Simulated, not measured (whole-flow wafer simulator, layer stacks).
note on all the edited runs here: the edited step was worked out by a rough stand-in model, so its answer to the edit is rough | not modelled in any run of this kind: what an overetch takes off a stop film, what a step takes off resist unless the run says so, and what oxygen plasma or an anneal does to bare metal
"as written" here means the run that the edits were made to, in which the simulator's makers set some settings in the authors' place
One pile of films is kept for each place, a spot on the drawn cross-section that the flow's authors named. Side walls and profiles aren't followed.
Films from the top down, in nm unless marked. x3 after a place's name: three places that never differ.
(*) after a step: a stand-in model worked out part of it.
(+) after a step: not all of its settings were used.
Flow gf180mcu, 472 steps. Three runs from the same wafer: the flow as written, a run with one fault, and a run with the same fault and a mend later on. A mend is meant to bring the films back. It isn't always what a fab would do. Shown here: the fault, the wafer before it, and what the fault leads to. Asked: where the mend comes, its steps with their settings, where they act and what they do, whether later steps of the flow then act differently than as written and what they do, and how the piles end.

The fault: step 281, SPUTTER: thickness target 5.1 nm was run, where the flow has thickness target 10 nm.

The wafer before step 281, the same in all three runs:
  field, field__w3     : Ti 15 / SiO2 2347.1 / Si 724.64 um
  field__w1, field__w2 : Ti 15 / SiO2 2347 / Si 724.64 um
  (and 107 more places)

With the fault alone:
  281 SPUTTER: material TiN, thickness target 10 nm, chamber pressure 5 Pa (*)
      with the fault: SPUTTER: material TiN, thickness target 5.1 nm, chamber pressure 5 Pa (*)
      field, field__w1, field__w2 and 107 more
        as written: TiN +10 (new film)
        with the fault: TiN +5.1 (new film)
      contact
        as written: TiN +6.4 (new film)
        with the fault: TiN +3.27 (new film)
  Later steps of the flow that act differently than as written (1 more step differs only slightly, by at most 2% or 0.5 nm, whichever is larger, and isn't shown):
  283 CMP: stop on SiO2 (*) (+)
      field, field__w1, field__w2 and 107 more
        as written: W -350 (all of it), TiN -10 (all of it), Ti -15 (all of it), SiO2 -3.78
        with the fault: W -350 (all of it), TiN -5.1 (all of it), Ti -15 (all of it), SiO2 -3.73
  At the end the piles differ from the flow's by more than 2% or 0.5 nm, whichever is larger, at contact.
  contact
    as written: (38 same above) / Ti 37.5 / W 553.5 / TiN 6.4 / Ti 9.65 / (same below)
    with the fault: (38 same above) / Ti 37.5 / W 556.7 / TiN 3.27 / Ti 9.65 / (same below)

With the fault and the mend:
  The mend comes after step 281.
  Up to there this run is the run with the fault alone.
  281a SPUTTER: material TiN, thickness target 4.9 nm, chamber pressure 5 Pa (*) (the flow's step 281 once more, with other settings)
      field, field__w1, field__w2 and 107 more
        TiN +4.9
      contact
        TiN +3.14
  No later step of the flow acts differently than as written at any place that is followed.
  At the end the piles are the same as the flow's at every place that both follow.
